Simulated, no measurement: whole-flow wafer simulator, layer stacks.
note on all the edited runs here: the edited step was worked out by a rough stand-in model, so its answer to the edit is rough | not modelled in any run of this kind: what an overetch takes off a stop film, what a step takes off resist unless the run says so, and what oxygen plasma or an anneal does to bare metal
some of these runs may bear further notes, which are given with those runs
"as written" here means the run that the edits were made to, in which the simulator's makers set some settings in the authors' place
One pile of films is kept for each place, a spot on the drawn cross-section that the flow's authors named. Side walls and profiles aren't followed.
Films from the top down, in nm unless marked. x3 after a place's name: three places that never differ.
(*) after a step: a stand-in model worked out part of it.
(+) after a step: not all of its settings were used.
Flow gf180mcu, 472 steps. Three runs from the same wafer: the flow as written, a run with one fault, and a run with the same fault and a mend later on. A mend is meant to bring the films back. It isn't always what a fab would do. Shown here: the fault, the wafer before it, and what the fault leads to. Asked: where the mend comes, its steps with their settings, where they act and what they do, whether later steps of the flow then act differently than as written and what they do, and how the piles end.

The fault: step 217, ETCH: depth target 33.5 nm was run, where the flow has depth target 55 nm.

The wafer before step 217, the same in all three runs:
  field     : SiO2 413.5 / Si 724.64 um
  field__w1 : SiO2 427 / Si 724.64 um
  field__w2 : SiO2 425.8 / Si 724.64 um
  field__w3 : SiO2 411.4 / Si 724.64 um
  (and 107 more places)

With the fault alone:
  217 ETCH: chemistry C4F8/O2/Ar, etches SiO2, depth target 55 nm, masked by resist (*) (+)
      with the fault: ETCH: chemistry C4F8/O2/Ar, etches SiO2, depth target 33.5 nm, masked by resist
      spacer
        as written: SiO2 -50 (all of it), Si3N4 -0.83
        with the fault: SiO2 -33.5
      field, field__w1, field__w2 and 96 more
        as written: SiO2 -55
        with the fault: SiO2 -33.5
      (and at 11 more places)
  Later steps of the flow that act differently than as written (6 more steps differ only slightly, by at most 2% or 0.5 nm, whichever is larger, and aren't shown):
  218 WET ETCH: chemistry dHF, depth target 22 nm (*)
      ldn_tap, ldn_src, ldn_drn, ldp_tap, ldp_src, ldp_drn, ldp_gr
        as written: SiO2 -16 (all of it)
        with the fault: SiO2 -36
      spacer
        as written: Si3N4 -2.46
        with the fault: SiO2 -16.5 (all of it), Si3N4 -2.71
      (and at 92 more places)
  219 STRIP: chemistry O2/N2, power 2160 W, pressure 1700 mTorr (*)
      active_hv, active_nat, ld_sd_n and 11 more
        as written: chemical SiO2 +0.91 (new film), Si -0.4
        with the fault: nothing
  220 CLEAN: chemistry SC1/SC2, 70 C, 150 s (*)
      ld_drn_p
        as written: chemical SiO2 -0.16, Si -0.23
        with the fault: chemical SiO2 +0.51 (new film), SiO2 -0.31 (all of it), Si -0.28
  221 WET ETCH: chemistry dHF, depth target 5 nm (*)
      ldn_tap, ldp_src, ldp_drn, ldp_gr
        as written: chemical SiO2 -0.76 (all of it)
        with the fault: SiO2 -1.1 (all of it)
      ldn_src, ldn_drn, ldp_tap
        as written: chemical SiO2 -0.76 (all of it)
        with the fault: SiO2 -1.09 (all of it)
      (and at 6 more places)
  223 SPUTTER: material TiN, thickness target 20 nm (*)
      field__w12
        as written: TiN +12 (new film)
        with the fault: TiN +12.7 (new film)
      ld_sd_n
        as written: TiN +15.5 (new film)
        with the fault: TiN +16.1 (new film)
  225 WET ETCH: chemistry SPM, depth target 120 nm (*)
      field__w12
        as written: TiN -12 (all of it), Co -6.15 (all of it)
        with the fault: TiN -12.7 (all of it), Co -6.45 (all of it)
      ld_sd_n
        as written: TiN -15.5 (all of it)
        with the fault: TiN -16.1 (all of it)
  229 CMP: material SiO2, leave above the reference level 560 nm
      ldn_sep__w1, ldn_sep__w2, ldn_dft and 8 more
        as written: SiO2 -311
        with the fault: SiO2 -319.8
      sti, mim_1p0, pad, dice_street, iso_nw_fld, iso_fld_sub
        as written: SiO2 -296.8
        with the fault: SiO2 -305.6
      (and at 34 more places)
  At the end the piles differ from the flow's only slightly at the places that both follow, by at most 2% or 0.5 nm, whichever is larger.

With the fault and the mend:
  The mend comes after step 217.
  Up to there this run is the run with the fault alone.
  217a ETCH: chemistry C4F8/O2/Ar, etches SiO2, depth target 21.5 nm, masked by resist (*) (+) (the flow's step 217 once more, with other settings)
      field, field__w1, field__w2 and 96 more
        SiO2 -21.5
      field__w5, field__w9, field__w13 and 8 more
        resist -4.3
      spacer
        SiO2 -16.5 (all of it), Si3N4 -0.83
  No later step of the flow acts differently than as written, at any place that is followed, by more than 2% or 0.5 nm, whichever is larger.
  At the end the piles differ from the flow's only slightly at the places that both follow, by at most 2% or 0.5 nm, whichever is larger.
